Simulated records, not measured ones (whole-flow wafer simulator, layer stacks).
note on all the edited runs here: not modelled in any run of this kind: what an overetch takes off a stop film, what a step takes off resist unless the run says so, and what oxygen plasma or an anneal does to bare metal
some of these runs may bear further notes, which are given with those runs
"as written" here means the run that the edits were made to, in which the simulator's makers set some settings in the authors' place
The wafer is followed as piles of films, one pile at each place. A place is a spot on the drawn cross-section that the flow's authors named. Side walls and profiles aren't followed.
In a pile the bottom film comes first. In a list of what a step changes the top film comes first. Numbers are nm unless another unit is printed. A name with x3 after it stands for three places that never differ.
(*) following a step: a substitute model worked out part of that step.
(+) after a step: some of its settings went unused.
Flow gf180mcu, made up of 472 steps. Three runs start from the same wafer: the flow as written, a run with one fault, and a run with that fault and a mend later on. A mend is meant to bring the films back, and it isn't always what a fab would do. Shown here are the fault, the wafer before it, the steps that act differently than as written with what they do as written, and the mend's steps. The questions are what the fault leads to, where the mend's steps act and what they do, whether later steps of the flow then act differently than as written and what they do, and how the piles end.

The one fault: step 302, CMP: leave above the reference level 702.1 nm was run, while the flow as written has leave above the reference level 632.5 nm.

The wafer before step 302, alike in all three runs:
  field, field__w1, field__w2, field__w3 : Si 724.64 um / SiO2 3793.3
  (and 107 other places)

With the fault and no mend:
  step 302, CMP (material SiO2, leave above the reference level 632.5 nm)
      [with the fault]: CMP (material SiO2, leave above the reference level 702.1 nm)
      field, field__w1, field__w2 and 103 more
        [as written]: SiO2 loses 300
        [with the fault]: SiO2 loses 230.4
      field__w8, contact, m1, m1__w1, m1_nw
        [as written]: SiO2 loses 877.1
        [with the fault]: SiO2 loses 807.5
  Later steps of the flow acting differently than as written (2 more steps, not shown, differ only slightly: by at most 2% or 0.5 nm, whichever is larger):
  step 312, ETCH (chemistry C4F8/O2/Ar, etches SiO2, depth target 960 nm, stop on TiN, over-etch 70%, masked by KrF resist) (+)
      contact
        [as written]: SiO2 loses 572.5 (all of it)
        [with the fault]: SiO2 loses 642.1 (all of it)
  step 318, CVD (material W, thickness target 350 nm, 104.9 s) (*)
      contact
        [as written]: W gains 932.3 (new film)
        [with the fault]: W gains 1002.5 (new film)
  The piles end different from the flow's at field__w8, contact, m1, m1__w1, m1_nw by more than 2% or 0.5 nm, whichever is larger.
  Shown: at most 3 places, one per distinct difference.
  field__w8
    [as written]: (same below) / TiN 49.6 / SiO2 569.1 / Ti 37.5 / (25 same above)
    [with the fault]: (same below) / TiN 49.6 / SiO2 638.7 / Ti 37.5 / (25 same above)
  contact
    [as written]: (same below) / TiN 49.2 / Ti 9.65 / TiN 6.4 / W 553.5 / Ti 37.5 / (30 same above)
    [with the fault]: (same below) / TiN 49.2 / Ti 9.27 / TiN 6.15 / W 623.7 / Ti 37.5 / (30 same above)

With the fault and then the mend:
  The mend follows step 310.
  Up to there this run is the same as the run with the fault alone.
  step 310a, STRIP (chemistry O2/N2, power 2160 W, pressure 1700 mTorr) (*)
      field, field__w1, field__w2 and 107 more
        KrF resist loses 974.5 (all of it), anti-reflective coat loses 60 (all of it)
      contact
        anti-reflective coat loses 60 (all of it)
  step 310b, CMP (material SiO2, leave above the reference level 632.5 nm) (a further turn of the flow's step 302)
      field, field__w1, field__w2 and 108 more
        SiO2 loses 69.6
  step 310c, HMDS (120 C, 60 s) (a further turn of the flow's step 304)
      does not change any film at any place that is followed
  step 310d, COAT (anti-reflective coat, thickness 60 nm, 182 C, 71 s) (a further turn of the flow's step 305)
      field, field__w1, field__w2 and 108 more
        anti-reflective coat gains 60 (new film)
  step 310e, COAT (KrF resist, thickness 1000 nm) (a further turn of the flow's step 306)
      field, field__w1, field__w2 and 108 more
        KrF resist gains 1000 (new film)
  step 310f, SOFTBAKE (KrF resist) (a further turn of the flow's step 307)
      does not change any film at any place that is followed
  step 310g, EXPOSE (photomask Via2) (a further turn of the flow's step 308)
      does not change any film at any place that is followed
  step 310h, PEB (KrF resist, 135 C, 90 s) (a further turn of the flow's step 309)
      field, field__w1, field__w2 and 108 more
        KrF resist loses 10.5
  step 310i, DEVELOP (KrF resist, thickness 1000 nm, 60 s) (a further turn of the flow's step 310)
      field, field__w1, field__w2 and 107 more
        KrF resist loses 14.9
      contact
        KrF resist loses 989.5 (all of it)
  Later steps of the flow that are run all act as written at every place that is followed.
  The piles end the same as the flow's at every place that both follow.
